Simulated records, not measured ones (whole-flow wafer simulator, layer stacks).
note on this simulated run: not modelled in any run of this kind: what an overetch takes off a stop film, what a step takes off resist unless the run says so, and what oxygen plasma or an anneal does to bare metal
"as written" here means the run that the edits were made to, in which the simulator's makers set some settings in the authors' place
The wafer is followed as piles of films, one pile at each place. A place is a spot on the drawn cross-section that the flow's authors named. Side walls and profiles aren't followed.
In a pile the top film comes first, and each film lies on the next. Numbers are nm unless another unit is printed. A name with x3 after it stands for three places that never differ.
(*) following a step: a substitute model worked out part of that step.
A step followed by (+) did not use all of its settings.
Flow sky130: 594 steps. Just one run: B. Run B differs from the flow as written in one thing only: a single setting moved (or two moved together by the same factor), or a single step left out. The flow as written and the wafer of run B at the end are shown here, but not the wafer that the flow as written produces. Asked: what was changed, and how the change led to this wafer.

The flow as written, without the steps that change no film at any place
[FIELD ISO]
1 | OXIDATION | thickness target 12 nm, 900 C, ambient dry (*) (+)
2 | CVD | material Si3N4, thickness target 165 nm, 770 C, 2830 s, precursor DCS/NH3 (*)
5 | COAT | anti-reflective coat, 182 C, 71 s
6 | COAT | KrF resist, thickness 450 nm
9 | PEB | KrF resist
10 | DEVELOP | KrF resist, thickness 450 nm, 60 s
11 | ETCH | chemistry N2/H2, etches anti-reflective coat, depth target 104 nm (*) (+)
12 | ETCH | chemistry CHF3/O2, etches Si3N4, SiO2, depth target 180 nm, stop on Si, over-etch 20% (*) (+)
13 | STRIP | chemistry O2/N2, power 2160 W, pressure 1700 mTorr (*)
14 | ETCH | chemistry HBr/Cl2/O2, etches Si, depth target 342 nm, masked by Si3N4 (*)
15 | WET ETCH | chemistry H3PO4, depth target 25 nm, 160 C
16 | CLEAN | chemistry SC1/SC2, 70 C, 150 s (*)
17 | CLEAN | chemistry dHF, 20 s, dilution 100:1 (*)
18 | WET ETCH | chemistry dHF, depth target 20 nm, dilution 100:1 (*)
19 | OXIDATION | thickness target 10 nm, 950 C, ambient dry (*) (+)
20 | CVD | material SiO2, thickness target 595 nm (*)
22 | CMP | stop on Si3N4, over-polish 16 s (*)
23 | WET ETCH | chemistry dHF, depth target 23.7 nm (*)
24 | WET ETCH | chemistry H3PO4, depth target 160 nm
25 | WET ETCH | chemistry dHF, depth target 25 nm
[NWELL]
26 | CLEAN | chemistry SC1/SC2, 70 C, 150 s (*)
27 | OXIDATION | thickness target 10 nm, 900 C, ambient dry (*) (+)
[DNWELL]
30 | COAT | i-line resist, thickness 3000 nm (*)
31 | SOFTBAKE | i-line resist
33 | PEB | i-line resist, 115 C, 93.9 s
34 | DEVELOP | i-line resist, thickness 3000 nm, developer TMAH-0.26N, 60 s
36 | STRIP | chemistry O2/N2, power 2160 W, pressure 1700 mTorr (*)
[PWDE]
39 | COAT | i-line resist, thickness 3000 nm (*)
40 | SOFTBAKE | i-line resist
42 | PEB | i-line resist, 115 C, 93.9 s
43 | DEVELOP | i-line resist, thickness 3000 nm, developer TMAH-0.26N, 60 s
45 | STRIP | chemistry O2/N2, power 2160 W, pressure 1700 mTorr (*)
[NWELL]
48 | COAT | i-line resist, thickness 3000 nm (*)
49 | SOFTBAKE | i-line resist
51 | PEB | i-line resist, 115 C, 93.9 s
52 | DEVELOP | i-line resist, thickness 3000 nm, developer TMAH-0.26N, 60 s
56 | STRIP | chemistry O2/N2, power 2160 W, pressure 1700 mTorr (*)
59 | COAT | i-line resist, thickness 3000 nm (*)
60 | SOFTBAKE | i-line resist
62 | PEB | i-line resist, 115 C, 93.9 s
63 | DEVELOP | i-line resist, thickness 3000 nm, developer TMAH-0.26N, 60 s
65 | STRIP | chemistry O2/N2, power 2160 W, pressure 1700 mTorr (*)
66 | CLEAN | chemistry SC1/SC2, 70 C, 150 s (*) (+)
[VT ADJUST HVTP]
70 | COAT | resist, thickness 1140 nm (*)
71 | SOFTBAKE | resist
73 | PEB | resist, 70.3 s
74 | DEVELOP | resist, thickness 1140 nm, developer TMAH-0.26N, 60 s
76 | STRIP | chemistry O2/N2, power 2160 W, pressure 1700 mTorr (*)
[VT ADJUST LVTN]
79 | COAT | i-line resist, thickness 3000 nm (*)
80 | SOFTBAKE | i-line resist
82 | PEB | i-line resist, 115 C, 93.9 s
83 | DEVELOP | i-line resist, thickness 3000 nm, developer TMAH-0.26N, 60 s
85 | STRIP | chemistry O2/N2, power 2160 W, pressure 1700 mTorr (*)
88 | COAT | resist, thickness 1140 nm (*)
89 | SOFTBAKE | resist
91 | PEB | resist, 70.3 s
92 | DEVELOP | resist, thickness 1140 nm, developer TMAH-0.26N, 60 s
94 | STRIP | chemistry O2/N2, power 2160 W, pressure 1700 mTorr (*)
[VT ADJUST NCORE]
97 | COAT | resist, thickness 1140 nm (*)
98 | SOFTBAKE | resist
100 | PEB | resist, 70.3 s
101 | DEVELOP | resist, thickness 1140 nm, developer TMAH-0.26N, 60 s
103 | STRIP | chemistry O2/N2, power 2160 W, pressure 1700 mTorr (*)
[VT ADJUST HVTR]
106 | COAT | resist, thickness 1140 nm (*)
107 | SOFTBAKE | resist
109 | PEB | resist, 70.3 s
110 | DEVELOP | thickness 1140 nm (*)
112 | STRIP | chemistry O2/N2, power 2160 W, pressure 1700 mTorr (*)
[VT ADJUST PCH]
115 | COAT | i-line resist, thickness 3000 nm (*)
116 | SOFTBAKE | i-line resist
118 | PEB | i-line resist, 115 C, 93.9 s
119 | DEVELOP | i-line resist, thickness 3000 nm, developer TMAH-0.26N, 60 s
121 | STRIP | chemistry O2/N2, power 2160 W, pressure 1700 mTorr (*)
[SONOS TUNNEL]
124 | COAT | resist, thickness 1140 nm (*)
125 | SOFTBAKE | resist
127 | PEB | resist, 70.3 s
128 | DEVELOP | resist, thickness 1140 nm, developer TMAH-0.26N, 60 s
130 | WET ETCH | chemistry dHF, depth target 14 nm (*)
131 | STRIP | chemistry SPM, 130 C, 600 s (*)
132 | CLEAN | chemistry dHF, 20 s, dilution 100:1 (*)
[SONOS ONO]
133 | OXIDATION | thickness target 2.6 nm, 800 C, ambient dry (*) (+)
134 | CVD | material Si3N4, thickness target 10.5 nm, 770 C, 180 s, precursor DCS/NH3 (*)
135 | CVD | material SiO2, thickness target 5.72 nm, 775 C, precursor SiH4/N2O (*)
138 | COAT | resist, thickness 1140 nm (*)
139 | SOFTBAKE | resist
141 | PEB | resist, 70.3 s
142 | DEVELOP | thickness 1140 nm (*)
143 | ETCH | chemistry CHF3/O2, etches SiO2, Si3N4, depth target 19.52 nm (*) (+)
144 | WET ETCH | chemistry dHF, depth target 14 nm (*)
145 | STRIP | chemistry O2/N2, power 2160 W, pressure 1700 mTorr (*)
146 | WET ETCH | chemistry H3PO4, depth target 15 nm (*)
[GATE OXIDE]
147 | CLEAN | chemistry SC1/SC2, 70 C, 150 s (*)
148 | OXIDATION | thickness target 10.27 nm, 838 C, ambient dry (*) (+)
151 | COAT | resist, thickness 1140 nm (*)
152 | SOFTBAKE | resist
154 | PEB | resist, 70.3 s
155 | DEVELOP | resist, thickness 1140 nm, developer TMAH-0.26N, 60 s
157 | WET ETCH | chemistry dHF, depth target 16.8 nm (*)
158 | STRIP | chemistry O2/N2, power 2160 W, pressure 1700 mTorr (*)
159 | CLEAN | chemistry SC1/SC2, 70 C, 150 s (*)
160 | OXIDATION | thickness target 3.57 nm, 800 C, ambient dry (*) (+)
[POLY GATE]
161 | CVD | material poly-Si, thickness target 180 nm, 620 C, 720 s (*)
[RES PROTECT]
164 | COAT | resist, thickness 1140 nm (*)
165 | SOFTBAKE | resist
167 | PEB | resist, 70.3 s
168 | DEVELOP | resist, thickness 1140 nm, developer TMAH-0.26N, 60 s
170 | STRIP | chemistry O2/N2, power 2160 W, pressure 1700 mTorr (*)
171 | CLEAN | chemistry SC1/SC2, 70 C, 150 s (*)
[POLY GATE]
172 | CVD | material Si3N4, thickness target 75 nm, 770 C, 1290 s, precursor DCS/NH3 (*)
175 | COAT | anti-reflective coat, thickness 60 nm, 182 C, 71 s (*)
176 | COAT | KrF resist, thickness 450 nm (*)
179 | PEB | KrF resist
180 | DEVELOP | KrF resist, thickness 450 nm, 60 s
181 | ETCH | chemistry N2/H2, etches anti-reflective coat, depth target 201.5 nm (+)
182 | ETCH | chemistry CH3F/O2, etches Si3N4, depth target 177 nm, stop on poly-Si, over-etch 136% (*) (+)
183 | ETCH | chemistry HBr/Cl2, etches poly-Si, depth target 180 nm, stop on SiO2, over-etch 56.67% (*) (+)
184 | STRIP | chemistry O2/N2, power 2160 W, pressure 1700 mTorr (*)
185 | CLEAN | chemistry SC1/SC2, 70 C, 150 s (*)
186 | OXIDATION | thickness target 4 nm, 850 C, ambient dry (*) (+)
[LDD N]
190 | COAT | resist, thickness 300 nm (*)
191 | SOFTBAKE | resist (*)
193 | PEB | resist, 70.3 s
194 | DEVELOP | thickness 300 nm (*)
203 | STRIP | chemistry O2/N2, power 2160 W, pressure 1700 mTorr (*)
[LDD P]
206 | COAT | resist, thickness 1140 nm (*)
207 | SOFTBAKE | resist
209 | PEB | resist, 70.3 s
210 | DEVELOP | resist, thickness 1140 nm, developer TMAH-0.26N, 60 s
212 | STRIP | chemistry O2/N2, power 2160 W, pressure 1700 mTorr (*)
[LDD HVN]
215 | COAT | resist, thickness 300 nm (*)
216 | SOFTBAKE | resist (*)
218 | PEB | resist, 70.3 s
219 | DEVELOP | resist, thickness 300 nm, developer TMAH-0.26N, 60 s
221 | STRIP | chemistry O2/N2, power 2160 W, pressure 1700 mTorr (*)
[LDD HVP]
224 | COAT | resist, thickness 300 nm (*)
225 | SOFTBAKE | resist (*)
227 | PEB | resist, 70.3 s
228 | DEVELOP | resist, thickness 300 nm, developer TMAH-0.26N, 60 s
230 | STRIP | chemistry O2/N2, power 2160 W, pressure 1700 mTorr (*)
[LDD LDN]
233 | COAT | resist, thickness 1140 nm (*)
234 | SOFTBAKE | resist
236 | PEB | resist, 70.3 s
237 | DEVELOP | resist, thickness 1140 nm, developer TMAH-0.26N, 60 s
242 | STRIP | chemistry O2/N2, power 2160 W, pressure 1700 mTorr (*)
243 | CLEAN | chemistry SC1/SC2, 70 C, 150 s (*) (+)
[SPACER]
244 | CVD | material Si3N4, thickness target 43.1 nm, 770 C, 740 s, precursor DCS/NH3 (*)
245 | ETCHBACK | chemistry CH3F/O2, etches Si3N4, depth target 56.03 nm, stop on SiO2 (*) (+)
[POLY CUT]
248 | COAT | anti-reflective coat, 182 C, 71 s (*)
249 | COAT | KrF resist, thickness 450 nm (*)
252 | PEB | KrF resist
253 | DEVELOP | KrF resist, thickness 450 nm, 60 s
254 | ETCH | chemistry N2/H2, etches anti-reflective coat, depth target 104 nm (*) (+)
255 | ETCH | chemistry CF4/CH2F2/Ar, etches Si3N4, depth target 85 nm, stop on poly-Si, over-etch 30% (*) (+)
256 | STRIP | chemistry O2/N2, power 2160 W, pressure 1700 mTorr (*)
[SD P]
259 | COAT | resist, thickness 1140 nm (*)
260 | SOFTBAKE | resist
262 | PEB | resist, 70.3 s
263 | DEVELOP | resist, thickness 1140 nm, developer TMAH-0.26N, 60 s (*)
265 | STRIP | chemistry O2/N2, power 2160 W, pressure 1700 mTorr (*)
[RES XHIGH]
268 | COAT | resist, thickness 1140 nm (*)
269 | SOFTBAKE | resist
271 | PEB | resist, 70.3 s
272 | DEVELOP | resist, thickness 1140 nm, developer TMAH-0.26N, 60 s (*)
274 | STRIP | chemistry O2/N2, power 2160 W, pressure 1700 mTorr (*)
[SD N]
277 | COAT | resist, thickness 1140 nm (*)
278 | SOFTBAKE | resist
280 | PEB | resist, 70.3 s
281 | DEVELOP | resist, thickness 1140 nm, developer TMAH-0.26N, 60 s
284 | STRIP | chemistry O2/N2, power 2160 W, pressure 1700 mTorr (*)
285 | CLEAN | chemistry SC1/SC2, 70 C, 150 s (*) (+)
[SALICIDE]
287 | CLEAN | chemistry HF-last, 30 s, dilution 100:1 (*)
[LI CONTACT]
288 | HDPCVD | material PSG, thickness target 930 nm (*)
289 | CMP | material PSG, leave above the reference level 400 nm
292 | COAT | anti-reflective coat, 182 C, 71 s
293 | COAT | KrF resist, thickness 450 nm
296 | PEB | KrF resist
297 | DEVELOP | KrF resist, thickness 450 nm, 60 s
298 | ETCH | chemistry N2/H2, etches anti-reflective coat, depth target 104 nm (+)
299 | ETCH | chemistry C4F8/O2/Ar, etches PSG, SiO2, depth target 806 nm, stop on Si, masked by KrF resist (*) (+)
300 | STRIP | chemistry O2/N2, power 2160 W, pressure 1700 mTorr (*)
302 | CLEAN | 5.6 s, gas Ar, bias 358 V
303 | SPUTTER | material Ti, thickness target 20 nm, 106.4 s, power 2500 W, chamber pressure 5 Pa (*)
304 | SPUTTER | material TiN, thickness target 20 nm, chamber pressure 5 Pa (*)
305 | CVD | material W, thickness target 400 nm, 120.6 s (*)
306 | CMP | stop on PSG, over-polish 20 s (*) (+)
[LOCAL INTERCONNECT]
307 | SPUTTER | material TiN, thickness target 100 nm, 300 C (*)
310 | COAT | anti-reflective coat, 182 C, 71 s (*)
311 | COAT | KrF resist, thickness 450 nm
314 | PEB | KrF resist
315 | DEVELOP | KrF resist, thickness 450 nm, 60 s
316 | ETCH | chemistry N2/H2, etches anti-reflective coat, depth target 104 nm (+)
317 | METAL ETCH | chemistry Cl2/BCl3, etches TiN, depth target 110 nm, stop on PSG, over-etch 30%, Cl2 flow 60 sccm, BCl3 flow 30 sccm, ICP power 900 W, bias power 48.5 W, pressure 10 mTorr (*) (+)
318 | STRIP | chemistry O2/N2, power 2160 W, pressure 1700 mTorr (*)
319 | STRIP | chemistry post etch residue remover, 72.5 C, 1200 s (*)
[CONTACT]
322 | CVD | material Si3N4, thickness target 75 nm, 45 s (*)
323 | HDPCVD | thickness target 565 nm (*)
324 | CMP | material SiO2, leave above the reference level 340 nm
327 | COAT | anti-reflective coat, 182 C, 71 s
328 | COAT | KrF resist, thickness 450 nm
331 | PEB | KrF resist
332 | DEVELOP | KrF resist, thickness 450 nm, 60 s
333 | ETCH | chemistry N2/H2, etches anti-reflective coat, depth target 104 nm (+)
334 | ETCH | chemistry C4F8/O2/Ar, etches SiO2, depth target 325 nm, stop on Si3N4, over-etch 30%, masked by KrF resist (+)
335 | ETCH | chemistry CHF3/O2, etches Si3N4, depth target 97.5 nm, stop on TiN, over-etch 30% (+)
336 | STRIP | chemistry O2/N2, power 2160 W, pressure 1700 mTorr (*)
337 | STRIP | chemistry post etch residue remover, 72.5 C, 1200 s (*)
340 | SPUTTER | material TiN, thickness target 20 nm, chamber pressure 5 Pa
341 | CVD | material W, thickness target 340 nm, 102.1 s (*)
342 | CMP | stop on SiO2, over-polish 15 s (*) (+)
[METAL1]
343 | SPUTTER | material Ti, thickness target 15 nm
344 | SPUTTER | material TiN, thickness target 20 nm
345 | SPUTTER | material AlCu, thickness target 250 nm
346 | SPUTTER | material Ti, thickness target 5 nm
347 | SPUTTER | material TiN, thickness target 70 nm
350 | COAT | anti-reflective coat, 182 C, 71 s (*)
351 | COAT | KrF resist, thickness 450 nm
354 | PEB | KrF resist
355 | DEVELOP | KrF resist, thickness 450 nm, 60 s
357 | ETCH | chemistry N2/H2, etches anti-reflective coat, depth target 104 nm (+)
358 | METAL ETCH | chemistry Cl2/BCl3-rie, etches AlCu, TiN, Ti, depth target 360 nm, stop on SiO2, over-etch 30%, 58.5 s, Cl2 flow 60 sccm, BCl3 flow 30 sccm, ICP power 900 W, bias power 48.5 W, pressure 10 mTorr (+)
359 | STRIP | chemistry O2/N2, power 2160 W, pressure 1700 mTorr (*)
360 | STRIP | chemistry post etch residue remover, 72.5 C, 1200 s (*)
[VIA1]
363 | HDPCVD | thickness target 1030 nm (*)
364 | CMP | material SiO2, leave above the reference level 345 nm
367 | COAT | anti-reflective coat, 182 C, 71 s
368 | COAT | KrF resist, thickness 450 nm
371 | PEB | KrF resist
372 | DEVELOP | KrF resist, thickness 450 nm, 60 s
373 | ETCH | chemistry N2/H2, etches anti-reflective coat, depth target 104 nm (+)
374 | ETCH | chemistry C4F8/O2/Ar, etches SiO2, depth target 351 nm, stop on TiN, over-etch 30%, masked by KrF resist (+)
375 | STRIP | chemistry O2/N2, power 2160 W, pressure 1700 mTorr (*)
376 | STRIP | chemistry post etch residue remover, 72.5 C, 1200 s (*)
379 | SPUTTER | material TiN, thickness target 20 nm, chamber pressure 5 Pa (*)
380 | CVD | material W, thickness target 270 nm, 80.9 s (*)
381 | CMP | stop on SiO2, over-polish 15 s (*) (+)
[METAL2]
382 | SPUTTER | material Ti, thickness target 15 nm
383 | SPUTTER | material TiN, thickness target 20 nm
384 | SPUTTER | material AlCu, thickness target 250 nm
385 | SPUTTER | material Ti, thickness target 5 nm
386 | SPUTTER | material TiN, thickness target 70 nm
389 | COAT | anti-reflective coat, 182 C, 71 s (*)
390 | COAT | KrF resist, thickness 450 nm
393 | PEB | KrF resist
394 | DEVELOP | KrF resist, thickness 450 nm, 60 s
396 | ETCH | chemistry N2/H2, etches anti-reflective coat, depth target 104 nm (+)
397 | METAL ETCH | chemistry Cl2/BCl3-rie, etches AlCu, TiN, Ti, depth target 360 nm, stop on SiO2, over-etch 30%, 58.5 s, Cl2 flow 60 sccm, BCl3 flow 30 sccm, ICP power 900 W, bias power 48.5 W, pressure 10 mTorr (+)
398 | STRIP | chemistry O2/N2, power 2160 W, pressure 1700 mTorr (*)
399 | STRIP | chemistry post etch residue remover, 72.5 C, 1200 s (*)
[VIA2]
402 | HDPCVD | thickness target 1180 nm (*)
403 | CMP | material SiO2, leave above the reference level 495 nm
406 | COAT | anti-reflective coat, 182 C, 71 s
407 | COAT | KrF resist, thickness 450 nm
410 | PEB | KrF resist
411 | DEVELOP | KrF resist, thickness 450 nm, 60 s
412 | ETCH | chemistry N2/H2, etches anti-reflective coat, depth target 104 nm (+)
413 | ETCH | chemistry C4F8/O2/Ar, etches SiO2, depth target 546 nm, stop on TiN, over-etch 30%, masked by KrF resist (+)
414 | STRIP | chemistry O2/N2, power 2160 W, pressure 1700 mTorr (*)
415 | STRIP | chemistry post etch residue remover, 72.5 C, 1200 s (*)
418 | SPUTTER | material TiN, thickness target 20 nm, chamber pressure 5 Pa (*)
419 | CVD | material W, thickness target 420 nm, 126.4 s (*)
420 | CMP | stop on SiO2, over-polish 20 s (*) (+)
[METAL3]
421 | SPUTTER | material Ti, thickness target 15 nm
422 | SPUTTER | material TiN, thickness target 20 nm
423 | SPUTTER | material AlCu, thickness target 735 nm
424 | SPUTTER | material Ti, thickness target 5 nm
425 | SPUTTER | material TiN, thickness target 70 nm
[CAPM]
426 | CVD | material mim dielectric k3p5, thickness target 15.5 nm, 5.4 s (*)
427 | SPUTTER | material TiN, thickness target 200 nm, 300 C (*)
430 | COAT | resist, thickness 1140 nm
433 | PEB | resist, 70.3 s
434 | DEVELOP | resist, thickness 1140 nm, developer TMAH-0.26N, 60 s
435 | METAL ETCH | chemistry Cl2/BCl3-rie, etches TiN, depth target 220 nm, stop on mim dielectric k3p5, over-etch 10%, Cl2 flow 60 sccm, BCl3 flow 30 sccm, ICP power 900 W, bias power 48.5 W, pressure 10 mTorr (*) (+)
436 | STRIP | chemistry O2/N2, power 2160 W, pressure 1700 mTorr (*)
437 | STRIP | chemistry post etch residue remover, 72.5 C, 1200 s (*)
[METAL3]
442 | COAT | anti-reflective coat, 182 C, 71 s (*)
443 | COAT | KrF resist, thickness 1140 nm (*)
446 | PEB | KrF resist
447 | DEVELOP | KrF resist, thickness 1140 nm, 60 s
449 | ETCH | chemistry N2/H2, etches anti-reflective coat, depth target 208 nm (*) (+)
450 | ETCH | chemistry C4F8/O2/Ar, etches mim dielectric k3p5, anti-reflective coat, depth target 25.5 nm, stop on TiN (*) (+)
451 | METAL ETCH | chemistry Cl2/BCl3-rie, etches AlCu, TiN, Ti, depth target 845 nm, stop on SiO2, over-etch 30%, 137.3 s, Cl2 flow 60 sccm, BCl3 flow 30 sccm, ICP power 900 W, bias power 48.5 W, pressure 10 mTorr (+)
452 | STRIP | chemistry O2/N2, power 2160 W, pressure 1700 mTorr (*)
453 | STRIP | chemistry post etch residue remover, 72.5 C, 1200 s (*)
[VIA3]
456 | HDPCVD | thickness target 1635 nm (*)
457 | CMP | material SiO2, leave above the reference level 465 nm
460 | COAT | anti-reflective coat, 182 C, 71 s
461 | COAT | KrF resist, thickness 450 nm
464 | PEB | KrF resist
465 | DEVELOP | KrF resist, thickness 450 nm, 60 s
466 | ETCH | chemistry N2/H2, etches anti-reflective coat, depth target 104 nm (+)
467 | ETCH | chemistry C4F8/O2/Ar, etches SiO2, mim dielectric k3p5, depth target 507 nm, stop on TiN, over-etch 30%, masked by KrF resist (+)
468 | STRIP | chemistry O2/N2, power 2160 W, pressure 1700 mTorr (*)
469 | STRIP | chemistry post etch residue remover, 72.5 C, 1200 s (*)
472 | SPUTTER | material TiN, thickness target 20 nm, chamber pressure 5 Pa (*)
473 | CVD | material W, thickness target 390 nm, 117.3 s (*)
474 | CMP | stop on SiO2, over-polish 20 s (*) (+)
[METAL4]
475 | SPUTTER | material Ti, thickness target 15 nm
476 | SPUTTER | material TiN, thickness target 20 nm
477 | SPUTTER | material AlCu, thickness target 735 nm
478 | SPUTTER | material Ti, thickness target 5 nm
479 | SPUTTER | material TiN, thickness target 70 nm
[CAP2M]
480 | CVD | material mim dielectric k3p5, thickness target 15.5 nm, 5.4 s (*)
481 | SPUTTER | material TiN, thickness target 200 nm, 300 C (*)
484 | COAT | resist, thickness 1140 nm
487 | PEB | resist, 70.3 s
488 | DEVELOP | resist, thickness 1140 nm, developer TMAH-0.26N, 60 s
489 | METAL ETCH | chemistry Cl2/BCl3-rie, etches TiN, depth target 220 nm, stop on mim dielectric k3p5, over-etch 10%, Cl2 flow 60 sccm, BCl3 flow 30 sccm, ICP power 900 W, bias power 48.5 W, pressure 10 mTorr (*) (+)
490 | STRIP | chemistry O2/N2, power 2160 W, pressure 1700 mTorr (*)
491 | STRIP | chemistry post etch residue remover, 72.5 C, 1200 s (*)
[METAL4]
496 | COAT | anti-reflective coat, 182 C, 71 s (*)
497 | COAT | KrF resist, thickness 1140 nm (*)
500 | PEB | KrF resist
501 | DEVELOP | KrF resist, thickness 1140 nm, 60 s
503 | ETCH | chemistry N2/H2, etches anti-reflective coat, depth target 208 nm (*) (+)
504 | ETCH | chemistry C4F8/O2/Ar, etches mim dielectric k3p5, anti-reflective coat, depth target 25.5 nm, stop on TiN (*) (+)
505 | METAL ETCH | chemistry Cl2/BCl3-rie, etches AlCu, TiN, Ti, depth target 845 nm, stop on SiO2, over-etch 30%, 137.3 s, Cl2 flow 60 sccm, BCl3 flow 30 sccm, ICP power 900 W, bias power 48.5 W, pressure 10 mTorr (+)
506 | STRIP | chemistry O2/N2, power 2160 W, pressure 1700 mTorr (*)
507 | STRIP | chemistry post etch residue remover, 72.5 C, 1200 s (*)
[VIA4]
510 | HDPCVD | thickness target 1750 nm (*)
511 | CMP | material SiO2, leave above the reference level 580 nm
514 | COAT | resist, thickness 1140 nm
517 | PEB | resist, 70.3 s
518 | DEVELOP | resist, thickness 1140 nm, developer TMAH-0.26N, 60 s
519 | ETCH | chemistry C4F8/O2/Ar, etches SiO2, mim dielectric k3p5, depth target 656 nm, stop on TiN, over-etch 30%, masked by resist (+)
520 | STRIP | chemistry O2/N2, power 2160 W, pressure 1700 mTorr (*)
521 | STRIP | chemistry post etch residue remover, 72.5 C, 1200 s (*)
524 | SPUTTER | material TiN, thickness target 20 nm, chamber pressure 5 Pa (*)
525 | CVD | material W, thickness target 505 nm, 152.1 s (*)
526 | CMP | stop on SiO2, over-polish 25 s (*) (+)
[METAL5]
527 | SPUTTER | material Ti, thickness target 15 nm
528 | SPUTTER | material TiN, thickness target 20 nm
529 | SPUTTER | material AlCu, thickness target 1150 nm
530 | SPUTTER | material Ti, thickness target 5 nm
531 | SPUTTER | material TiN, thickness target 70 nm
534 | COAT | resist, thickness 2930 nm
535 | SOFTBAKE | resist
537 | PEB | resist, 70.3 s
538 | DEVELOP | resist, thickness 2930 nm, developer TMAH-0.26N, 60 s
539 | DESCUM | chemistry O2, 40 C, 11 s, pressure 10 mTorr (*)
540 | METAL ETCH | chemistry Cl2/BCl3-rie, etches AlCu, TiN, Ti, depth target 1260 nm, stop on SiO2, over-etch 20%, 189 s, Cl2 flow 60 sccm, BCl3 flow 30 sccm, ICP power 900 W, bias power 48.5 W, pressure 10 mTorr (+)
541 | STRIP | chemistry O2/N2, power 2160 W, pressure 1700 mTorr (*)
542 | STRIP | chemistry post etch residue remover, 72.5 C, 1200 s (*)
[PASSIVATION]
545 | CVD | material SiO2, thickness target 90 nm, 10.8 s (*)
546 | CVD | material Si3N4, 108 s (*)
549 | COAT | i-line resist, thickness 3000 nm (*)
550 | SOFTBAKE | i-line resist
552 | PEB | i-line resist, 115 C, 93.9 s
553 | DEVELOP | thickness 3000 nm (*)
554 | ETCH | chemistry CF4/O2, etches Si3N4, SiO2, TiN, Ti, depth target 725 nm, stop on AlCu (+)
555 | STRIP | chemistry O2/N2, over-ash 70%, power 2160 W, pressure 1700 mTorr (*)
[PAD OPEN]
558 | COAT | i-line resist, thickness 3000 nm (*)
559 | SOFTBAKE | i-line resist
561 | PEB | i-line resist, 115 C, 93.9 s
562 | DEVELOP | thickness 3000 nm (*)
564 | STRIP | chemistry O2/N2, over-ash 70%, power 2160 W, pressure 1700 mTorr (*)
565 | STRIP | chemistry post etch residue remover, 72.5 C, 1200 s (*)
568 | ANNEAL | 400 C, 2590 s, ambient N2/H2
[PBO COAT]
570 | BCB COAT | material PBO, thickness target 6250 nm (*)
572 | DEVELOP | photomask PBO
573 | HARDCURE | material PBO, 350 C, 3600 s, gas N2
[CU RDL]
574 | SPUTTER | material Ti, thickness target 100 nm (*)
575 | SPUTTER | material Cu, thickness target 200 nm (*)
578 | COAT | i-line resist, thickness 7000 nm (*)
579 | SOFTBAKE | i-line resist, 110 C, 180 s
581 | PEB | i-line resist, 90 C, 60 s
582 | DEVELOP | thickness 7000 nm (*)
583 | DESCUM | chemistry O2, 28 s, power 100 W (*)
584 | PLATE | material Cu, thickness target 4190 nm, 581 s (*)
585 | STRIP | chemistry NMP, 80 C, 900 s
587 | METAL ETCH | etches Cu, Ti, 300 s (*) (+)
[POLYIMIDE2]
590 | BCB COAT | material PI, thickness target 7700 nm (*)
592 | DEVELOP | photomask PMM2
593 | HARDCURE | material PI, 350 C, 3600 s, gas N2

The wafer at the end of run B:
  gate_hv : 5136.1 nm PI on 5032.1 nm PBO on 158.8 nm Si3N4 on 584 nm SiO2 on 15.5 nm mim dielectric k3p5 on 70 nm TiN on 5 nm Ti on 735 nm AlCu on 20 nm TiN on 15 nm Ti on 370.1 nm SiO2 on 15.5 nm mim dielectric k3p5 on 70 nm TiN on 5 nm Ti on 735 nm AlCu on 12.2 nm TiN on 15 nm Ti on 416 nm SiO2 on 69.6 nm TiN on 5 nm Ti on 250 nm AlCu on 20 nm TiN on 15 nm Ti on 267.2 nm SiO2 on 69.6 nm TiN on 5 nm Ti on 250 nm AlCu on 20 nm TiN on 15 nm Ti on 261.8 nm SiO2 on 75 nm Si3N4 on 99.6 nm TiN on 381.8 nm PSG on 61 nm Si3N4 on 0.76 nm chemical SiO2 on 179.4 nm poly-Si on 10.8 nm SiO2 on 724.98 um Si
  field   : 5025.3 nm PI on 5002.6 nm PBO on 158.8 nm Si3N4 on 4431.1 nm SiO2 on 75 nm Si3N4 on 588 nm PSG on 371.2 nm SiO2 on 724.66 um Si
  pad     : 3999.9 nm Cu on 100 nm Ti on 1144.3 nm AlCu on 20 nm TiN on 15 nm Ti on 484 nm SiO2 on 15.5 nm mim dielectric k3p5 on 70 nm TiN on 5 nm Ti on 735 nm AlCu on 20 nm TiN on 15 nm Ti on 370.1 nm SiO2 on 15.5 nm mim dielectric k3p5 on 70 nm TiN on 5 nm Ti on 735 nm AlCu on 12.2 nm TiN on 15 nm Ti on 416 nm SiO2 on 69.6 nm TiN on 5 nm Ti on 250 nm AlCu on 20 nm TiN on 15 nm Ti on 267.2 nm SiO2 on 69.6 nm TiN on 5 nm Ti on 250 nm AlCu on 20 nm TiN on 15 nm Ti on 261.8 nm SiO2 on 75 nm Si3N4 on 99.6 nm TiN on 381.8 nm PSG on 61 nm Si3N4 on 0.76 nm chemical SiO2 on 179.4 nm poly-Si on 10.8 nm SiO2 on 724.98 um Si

The reason: step 422, SPUTTER: thickness target 12.2 nm was run, while the flow as written has thickness target 20 nm.
The wafer lets one read it off: gate_hv has TiN 12.2, and step 422 as written asks for 20 nm.

The path from the change to this, step by step:
  422 | SPUTTER | material TiN, thickness target 20 nm
      field, active, n_well and 188 more: +12.2 TiN (new film) (in the flow as written it would be: +20 TiN (new film))
  451 | METAL ETCH | chemistry Cl2/BCl3-rie, etches AlCu, TiN, Ti, depth target 845 nm, stop on SiO2, over-etch 30%, 137.3 s, Cl2 flow 60 sccm, BCl3 flow 30 sccm, ICP power 900 W, bias power 48.5 W, pressure 10 mTorr (+)
      field, gate, spacer and 68 more: -70 TiN (all of it), -5 Ti (all of it), -735 AlCu (all of it), -12.2 TiN (all of it), -15 Ti (all of it), -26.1 SiO2 (in the flow as written it would be: -70 TiN (all of it), -5 Ti (all of it), -735 AlCu (all of it), -20 TiN (all of it), -15 Ti (all of it), -25.4 SiO2)
      active, vpp_ln, vpp_iso2 and 11 more: -70 TiN (all of it), -5 Ti (all of it), -735 AlCu (all of it), -12.2 TiN (all of it), -15 Ti (all of it), -26.1 SiO2 (in the flow as written it would be: -70 TiN (all of it), -5 Ti (all of it), -735 AlCu (all of it), -20 TiN (all of it), -15 Ti (all of it), -25.3 SiO2)
